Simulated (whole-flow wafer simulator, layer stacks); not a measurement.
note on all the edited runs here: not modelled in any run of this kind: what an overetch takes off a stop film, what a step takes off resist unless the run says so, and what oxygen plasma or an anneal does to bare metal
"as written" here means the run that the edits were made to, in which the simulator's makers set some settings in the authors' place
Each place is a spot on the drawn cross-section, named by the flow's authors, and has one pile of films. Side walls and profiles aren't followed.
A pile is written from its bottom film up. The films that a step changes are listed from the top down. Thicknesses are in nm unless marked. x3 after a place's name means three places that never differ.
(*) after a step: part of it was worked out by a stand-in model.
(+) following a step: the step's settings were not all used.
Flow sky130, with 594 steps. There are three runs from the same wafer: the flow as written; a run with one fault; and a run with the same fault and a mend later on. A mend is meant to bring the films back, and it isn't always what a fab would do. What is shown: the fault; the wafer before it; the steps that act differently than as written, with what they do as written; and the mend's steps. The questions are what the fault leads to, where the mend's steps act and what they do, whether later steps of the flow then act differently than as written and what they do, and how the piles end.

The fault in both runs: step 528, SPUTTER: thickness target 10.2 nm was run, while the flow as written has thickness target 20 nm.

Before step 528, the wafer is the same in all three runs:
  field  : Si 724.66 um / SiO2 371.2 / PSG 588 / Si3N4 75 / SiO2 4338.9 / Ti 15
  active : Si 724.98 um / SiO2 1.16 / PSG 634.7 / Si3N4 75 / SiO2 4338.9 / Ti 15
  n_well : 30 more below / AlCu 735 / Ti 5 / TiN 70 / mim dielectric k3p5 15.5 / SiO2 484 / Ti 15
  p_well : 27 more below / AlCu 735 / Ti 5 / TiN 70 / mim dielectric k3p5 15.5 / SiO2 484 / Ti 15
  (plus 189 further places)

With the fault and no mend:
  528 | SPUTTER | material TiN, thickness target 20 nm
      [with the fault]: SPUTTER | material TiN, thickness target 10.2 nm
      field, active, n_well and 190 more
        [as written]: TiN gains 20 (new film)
        [with the fault]: TiN gains 10.2 (new film)
  Steps later in the flow that act otherwise than as written (19 other steps are not shown; they differ only slightly, by no more than 2% or 0.5 nm, whichever is larger):
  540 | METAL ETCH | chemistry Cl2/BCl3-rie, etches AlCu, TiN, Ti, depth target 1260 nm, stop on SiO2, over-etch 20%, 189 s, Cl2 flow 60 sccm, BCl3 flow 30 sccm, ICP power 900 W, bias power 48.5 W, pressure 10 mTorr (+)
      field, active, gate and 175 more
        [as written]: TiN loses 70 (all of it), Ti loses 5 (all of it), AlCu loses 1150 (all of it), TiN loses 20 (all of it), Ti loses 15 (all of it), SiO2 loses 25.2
        [with the fault]: TiN loses 70 (all of it), Ti loses 5 (all of it), AlCu loses 1150 (all of it), TiN loses 10.2 (all of it), Ti loses 15 (all of it), SiO2 loses 26.2
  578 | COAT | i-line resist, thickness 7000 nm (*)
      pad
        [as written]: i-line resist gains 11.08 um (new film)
        [with the fault]: i-line resist gains 11.09 um (new film)
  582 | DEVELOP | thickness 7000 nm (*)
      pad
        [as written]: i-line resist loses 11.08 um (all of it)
        [with the fault]: i-line resist loses 11.09 um (all of it)
  The piles end different from the flow's at n_well, p_well, sd_n and 12 more by more than 2% or 0.5 nm, whichever is larger.
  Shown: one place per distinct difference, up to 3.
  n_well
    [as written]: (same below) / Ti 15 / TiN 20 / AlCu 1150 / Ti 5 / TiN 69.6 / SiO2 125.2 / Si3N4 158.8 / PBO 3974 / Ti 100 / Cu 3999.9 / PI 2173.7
    [with the fault]: (same below) / Ti 15 / TiN 10.2 / AlCu 1150 / Ti 5 / TiN 69.6 / SiO2 125.2 / Si3N4 158.8 / PBO 3981.1 / Ti 100 / Cu 3999.9 / PI 2174.8
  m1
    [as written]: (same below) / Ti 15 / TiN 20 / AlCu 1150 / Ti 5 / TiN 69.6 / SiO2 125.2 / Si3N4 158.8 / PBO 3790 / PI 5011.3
    [with the fault]: (same below) / Ti 15 / TiN 10.2 / AlCu 1150 / Ti 5 / TiN 69.6 / SiO2 125.2 / Si3N4 158.8 / PBO 3798.1 / PI 5011.8
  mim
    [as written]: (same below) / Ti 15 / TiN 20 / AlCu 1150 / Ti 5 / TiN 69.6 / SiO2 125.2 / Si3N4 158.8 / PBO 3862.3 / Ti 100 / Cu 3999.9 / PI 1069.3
    [with the fault]: (same below) / Ti 15 / TiN 10.2 / AlCu 1150 / Ti 5 / TiN 69.6 / SiO2 125.2 / Si3N4 158.8 / PBO 3869.8 / Ti 100 / Cu 3999.9 / PI 1070.2

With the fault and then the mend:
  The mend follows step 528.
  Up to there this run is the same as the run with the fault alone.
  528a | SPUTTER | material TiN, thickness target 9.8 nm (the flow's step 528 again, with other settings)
      field, active, n_well and 190 more
        TiN gains 9.8
  None of the later steps of the flow acts differently than as written at any place that is followed.
  By the end, the piles equal the flow's at every place that both follow.
